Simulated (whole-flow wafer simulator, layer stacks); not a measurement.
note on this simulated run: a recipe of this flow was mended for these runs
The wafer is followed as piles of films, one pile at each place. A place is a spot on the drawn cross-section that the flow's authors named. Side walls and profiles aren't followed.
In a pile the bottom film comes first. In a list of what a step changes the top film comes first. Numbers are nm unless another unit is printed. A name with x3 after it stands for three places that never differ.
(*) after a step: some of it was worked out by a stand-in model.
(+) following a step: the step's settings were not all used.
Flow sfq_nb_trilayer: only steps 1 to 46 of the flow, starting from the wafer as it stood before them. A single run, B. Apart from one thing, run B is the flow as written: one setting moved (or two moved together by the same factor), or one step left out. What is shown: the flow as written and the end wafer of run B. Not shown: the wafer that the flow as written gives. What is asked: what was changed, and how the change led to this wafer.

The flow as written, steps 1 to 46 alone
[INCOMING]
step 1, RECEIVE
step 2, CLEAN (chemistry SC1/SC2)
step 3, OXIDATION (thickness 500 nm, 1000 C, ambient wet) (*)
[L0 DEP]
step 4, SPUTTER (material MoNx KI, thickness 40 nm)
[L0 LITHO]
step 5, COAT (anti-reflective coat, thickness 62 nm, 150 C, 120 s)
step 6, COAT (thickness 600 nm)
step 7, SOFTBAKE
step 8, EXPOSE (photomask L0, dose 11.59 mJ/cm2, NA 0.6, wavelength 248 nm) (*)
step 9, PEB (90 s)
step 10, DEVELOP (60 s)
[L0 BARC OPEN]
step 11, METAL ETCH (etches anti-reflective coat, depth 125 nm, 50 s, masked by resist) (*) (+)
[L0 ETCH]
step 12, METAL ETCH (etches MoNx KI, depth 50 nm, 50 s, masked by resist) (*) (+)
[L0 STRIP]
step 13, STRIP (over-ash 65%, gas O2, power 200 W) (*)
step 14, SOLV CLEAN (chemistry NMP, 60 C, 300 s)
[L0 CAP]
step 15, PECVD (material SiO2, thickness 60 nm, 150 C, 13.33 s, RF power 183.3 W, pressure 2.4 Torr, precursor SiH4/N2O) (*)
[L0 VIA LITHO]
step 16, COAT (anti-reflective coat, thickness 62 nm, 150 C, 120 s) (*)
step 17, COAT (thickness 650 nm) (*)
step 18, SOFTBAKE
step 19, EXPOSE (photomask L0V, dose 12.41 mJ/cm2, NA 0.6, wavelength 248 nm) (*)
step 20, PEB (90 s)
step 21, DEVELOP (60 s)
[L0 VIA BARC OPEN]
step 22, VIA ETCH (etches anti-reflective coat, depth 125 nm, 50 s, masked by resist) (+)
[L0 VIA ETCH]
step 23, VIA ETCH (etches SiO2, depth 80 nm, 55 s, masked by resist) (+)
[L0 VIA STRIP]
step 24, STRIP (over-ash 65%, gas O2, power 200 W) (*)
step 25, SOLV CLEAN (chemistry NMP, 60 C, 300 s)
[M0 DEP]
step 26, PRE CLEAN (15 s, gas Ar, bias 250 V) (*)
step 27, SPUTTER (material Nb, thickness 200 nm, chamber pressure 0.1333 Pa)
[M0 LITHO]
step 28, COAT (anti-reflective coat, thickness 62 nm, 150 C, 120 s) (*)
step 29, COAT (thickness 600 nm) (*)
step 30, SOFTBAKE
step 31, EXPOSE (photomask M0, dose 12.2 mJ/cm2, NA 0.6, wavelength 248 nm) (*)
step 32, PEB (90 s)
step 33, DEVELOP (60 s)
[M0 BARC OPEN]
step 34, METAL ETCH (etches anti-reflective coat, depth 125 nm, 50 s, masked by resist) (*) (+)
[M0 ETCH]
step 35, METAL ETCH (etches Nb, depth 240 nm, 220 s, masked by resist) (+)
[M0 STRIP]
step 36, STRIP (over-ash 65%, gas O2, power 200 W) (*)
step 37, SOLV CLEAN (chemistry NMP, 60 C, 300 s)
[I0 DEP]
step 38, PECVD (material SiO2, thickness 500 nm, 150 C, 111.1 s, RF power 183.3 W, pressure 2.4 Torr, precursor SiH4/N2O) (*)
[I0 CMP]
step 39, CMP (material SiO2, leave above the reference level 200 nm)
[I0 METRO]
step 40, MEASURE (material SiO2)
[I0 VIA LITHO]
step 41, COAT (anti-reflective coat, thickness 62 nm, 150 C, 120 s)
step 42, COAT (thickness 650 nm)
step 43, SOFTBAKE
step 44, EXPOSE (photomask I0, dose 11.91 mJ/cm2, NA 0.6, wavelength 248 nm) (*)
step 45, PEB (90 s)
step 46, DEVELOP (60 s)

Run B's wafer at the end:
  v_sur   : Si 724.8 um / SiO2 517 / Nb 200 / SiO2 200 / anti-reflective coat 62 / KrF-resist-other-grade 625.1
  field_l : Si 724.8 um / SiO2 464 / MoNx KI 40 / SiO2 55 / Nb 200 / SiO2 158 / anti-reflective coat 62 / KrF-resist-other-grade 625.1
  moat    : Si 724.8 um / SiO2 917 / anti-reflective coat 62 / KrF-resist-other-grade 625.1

What caused this: step 3, OXIDATION: thickness 464 nm was run, while the flow as written has thickness 500 nm.
One can read it off the wafer: field_l has SiO2 464, and step 3 as written asks for 500 nm.

Step by step, how the change led to this:
  step 3, OXIDATION (thickness 500 nm, 1000 C, ambient wet) (*)
      field_l, v_sur, via_wl and 103 more: +464 SiO2 (new film), -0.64 chemical SiO2 (all of it), -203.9 Si (as written it would have been: +500 SiO2 (new film), -0.64 chemical SiO2 (all of it), -219.7 Si)
